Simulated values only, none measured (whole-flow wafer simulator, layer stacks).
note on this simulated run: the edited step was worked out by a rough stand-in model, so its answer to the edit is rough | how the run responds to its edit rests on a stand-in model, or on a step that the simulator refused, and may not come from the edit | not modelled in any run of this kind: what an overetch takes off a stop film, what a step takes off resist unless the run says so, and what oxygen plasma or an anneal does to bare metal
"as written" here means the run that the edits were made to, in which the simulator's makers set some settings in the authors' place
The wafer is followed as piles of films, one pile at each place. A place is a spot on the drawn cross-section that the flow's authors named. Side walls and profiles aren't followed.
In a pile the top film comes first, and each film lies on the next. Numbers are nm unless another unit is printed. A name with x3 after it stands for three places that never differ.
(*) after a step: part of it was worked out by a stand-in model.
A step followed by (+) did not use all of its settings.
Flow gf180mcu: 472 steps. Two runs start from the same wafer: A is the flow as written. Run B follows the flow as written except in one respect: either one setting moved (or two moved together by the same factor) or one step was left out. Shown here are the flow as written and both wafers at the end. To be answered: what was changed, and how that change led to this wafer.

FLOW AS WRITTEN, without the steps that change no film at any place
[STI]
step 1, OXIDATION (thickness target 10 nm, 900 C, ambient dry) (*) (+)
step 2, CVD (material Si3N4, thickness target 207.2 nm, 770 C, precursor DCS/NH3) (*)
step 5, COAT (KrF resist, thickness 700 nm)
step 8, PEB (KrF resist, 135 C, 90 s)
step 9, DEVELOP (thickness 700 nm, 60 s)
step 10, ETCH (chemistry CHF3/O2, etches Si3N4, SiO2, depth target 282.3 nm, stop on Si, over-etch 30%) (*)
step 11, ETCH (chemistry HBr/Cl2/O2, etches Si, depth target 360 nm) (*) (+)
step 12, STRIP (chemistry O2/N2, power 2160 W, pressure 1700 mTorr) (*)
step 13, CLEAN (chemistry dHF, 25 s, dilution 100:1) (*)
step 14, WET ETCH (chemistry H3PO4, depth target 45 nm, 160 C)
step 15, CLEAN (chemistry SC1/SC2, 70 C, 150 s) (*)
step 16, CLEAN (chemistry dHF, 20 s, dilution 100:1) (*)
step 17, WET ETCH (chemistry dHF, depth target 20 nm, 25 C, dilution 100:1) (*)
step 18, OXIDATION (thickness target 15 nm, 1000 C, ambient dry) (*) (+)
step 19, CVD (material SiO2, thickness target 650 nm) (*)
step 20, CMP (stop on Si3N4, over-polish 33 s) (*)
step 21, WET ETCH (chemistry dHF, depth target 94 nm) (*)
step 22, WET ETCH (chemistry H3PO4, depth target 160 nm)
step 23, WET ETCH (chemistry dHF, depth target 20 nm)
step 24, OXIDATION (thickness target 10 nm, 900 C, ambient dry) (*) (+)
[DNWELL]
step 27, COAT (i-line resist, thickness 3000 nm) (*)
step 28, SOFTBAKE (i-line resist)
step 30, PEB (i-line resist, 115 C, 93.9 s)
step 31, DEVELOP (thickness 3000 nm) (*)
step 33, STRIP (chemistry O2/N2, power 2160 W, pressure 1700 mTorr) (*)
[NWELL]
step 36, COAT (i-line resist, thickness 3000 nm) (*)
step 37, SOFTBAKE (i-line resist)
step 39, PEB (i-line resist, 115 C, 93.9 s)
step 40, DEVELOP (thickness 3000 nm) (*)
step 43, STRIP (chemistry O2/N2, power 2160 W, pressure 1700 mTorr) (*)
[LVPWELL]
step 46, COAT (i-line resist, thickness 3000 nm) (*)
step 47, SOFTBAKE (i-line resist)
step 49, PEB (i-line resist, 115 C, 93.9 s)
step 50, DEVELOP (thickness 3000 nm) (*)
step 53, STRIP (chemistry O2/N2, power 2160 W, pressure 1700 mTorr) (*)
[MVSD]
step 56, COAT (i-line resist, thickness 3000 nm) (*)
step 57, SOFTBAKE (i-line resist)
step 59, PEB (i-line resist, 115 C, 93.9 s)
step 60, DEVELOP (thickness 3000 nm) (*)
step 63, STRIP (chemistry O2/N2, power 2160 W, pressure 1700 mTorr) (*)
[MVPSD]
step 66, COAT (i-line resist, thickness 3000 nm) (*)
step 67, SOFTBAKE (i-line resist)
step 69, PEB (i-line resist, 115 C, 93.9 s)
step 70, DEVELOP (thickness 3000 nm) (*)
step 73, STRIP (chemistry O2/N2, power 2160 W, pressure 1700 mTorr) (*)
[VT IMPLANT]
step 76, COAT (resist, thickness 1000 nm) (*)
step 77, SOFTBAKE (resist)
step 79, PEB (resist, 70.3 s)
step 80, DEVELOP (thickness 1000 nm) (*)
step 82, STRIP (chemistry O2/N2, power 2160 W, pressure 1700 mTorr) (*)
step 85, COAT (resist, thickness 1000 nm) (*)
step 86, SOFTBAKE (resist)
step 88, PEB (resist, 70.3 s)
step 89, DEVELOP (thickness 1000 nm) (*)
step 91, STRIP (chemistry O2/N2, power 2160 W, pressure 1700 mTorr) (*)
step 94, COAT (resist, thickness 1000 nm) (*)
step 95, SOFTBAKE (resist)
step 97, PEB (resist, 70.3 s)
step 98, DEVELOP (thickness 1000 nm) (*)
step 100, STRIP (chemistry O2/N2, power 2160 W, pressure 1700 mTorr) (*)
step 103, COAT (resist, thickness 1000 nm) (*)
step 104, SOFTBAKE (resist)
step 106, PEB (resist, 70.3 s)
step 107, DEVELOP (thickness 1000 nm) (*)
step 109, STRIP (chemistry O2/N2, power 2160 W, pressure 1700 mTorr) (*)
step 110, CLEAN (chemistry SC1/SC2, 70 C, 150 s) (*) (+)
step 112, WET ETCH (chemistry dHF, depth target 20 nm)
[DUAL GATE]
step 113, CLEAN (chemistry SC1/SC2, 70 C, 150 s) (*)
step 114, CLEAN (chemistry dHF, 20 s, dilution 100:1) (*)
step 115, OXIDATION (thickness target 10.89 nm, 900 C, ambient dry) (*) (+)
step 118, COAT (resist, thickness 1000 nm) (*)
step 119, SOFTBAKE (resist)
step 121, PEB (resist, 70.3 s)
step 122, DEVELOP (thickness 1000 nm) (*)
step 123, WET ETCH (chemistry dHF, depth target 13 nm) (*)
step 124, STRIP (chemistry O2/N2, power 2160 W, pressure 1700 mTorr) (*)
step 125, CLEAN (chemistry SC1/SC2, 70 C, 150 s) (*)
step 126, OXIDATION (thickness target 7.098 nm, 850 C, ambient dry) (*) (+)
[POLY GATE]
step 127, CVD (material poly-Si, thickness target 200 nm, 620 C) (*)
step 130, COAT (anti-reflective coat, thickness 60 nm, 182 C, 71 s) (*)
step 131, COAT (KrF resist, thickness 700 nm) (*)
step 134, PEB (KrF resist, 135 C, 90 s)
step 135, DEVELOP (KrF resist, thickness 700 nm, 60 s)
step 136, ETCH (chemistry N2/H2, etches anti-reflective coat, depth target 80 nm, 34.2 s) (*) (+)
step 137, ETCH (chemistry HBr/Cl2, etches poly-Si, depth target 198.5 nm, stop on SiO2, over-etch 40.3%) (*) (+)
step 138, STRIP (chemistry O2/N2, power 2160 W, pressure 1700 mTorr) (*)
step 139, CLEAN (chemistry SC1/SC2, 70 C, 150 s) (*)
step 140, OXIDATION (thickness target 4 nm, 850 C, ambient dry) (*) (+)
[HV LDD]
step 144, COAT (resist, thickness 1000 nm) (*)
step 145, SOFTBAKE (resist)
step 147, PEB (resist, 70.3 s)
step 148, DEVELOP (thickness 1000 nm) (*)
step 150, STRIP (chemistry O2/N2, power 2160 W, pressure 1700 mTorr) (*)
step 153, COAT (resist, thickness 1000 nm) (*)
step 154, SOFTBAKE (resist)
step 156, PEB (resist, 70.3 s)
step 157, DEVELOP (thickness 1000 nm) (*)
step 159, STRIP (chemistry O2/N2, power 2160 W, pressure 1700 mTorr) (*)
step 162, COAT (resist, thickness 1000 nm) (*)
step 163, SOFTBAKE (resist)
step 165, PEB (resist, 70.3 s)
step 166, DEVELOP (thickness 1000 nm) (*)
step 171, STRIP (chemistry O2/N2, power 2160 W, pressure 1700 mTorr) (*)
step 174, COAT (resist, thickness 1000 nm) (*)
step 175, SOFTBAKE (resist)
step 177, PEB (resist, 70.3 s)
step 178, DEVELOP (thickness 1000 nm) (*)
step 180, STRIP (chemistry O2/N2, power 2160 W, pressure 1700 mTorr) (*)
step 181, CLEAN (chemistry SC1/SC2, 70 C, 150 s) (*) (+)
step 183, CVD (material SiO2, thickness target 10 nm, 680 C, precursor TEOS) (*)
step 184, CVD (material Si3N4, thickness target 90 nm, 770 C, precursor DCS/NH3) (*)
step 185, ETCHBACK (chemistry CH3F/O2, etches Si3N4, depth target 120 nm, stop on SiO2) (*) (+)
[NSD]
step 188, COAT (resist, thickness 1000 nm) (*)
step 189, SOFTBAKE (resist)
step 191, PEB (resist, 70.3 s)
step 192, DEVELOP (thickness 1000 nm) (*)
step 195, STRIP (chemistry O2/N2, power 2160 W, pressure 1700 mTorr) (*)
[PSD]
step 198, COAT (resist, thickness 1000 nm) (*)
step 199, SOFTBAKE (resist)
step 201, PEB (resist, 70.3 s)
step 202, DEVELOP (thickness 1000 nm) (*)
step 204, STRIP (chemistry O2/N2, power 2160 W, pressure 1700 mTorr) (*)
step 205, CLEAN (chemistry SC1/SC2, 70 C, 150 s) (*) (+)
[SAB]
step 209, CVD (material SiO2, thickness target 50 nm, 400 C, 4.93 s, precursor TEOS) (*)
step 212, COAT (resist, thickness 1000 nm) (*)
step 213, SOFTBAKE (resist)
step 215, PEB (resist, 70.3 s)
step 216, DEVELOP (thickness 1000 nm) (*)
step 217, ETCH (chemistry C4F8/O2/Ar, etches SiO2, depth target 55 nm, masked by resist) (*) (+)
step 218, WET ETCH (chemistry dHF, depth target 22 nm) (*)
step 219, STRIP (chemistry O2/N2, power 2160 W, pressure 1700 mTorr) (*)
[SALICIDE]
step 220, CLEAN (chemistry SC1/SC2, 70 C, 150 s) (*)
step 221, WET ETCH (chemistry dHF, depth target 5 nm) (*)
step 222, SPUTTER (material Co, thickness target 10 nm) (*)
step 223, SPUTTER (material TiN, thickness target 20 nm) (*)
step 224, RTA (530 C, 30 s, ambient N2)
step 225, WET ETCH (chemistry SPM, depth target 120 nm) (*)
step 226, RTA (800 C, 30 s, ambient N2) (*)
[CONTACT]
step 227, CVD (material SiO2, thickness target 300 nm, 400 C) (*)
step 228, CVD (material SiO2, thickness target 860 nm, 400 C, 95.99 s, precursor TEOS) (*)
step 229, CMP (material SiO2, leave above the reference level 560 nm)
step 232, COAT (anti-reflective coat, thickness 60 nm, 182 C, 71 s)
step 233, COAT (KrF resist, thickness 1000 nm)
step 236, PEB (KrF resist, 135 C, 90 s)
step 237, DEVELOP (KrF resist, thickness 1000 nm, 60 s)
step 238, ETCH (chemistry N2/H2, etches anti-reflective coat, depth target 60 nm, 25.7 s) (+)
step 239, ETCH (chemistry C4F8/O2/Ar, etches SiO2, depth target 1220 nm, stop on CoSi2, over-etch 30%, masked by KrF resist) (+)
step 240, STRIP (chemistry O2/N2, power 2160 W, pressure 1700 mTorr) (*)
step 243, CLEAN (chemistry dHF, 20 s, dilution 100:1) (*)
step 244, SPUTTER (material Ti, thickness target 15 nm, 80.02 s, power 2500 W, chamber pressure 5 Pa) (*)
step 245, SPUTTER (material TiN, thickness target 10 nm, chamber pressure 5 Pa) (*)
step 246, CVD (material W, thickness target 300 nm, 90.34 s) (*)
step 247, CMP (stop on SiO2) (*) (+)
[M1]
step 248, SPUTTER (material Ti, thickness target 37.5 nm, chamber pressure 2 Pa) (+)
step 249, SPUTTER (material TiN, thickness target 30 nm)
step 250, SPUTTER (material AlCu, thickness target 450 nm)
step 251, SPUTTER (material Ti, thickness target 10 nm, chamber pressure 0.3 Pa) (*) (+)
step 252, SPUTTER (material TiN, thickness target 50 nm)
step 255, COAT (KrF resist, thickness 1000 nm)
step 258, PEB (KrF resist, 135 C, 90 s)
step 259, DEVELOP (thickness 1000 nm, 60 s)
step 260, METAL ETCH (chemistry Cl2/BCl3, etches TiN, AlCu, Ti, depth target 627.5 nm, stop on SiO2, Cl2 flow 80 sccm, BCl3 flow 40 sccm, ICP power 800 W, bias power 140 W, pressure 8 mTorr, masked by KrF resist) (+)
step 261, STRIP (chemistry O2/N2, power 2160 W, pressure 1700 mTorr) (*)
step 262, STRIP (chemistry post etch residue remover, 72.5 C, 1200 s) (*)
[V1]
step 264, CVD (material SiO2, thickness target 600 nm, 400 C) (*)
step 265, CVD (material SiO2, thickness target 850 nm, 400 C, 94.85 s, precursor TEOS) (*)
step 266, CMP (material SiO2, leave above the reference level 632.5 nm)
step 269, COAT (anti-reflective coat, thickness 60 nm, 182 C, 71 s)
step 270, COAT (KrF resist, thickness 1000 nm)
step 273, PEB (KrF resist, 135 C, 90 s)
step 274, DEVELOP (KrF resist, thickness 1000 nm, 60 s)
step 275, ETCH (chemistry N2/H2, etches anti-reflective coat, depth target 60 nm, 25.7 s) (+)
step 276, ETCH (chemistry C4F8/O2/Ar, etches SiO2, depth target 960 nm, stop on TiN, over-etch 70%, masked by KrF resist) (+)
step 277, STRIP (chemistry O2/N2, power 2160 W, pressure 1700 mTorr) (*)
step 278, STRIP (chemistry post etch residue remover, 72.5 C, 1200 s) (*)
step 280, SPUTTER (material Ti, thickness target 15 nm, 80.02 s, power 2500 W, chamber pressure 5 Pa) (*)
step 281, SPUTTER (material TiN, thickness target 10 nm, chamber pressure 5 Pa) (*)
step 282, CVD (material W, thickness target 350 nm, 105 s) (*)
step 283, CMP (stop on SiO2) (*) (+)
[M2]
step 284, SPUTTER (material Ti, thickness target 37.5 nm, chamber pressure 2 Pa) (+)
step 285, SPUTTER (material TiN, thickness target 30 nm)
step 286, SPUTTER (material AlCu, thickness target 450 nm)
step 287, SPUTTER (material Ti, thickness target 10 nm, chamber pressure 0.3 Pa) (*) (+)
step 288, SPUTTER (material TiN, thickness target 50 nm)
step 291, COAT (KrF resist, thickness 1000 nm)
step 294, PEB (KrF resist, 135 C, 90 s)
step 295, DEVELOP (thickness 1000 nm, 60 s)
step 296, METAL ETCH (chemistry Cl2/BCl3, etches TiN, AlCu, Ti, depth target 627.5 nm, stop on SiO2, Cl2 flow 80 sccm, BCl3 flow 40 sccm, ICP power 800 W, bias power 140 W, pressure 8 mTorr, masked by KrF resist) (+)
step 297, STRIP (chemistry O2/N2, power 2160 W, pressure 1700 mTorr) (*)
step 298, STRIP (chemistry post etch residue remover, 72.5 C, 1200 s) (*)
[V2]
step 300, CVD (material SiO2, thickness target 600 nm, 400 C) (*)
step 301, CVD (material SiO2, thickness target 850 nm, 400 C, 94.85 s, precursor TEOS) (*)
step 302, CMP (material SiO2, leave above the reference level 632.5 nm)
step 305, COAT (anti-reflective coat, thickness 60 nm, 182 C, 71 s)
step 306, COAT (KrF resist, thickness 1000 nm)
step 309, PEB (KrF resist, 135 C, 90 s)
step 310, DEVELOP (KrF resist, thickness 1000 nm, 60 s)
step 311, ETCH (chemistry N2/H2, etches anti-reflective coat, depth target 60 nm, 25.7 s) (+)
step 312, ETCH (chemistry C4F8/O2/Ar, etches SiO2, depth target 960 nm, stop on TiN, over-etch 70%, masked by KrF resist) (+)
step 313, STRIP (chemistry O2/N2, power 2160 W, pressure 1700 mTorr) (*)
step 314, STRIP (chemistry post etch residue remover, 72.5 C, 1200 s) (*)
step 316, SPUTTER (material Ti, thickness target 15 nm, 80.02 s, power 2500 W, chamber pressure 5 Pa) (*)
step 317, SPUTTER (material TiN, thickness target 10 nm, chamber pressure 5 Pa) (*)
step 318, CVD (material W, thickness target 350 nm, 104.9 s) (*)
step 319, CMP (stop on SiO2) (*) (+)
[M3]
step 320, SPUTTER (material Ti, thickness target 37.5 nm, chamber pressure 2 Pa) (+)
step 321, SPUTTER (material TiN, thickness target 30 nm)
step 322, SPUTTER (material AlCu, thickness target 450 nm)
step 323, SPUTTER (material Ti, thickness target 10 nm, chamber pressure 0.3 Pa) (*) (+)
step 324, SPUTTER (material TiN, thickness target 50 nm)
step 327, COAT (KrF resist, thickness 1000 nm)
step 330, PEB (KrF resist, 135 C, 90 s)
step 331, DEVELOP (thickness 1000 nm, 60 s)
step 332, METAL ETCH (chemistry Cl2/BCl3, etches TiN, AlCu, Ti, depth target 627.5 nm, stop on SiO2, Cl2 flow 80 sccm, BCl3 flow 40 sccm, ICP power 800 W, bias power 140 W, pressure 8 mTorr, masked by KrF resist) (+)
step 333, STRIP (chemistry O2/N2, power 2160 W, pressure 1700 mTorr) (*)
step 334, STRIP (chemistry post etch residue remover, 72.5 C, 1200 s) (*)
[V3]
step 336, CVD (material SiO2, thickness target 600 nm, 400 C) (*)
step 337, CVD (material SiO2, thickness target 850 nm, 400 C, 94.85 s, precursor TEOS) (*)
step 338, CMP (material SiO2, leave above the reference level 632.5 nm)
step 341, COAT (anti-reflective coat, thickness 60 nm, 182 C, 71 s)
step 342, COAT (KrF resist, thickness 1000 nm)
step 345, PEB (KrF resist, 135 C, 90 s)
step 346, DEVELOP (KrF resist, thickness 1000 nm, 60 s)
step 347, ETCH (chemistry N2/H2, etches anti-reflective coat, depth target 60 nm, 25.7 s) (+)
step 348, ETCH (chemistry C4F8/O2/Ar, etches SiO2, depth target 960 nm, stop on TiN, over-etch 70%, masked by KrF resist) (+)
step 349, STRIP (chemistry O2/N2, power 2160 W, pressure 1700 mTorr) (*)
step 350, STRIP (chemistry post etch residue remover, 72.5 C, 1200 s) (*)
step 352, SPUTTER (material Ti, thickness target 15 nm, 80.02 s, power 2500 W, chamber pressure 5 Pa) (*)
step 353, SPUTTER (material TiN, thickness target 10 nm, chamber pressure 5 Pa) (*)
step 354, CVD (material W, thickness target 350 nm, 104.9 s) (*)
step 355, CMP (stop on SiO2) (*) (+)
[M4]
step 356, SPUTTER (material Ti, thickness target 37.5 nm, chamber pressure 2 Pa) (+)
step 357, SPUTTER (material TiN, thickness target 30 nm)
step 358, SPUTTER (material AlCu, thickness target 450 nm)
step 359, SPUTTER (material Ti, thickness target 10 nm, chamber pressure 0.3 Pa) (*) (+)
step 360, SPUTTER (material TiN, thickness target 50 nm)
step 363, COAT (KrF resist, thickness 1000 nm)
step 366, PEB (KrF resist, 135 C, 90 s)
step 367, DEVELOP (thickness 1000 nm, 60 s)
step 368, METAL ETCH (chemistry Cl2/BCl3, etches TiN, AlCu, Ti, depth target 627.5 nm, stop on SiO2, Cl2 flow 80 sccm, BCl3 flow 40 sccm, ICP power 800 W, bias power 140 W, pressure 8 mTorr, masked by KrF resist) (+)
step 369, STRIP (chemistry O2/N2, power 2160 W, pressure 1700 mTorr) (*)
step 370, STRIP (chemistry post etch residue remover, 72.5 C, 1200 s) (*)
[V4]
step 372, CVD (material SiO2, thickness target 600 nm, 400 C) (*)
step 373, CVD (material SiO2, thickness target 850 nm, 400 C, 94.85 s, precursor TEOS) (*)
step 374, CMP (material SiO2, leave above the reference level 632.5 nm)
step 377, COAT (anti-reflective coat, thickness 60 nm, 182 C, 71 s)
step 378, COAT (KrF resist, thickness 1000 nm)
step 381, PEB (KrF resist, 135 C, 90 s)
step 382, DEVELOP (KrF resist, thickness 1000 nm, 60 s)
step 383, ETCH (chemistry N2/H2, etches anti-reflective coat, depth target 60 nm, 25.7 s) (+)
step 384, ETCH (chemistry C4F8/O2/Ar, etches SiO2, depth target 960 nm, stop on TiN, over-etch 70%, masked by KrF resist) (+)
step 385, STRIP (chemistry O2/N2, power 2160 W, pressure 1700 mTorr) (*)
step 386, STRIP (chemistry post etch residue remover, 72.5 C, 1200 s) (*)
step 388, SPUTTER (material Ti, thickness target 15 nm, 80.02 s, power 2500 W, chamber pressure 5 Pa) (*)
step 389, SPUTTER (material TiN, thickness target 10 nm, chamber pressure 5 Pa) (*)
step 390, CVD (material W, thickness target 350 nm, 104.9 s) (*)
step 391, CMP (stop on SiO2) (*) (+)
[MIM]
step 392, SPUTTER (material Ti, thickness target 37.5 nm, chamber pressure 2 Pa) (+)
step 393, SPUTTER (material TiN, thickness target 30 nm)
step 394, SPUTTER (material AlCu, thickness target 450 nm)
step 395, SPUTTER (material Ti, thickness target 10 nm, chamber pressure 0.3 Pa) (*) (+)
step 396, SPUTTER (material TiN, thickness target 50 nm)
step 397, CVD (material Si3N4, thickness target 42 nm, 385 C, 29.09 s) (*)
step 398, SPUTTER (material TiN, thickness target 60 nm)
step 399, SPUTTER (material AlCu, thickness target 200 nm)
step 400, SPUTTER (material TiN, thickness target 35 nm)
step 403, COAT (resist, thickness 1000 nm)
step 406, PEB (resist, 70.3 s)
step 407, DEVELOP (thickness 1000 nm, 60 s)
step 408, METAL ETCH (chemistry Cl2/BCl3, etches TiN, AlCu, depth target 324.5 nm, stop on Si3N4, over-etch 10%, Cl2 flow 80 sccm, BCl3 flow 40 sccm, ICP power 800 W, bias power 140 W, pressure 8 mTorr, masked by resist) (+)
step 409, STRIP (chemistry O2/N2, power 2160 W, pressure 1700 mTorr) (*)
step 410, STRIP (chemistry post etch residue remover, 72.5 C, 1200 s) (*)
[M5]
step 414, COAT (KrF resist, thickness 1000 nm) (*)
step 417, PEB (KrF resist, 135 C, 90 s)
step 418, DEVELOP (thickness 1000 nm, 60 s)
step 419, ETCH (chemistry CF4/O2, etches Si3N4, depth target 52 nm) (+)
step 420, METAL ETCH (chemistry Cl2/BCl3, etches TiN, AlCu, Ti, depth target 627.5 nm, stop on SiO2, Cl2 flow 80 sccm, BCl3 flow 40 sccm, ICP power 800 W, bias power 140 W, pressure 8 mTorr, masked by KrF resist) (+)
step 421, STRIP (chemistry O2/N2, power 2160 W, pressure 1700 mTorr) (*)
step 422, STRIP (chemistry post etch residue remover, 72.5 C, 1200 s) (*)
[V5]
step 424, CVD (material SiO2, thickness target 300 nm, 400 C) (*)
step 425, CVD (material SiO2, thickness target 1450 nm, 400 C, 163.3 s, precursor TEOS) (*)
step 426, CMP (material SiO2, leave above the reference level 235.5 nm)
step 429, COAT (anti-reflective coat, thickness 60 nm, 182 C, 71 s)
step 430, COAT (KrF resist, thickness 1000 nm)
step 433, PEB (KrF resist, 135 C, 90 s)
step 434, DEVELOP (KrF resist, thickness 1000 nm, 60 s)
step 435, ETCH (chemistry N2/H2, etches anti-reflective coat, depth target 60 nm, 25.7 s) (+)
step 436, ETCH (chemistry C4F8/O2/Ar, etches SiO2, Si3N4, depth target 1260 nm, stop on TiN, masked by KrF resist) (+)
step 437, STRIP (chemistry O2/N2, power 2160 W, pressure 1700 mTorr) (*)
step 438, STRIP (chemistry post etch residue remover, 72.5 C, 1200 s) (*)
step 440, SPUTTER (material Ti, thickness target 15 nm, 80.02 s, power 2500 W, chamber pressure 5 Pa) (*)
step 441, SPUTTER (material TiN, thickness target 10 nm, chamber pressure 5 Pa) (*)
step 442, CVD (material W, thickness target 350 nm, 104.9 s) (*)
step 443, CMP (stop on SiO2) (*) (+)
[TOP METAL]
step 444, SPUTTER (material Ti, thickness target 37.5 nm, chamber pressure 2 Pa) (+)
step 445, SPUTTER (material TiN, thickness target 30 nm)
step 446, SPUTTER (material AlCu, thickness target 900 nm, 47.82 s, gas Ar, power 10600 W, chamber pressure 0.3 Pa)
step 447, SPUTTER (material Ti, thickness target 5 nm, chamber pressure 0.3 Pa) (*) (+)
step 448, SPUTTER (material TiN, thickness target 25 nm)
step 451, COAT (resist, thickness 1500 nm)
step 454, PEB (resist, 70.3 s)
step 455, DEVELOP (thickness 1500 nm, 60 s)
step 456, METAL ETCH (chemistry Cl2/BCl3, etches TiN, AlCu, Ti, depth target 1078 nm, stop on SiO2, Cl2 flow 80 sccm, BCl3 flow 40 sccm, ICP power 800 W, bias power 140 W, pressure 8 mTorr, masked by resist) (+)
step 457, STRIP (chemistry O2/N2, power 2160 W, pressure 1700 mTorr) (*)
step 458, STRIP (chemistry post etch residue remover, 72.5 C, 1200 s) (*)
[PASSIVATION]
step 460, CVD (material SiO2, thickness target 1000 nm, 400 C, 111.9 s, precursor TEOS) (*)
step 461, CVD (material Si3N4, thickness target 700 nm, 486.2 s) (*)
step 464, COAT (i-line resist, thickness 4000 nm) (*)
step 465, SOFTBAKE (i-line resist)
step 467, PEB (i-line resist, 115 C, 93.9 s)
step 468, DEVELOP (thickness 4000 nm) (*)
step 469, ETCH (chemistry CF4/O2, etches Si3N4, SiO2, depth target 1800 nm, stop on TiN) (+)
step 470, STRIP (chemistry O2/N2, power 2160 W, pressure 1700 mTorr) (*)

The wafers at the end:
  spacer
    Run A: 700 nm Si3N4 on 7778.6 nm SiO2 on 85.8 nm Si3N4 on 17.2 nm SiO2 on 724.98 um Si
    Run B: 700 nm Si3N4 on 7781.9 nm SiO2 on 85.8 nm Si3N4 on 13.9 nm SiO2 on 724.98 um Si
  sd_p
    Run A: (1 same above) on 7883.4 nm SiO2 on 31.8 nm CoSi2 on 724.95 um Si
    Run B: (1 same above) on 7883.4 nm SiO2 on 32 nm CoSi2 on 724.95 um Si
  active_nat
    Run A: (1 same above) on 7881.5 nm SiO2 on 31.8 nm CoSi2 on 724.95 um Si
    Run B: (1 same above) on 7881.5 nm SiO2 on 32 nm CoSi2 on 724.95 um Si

Cause: step 183, CVD: thickness target 6.7 nm was run, whereas the flow has thickness target 10 nm.

The path from the change to this, step by step:
  step 183, CVD (material SiO2, thickness target 10 nm, 680 C, precursor TEOS) (*)
      field, field__w1, field__w2 and 99 more: A +10 SiO2 | B +6.7 SiO2
      ld_drift_p: A +9.87 SiO2 | B +6.61 SiO2
      (and at 1 other place as well)
  step 189, SOFTBAKE (resist)
      field: A +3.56 resist | B -0.36 resist
      active_hv: A +2.68 resist | B -0.53 resist
      (and at 3 other places as well)
  step 199, SOFTBAKE (resist)
      field: A +3.56 resist | B -0.36 resist
      active_hv: A +2.68 resist | B -0.53 resist
      (and at 3 other places as well)
  step 218, WET ETCH (chemistry dHF, depth target 22 nm) (*)
      gate, gate_hv, gate_p and 23 more: A -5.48 SiO2 (all of it) | B -2.18 SiO2 (all of it)
      active, p_well, sd_n, iso_ptap_pw, iso_ntap_nw, iso_ptap_sub, vpnp_e: A -9.01 SiO2 (all of it) | B -5.71 SiO2 (all of it)
      (and at 16 other places as well)
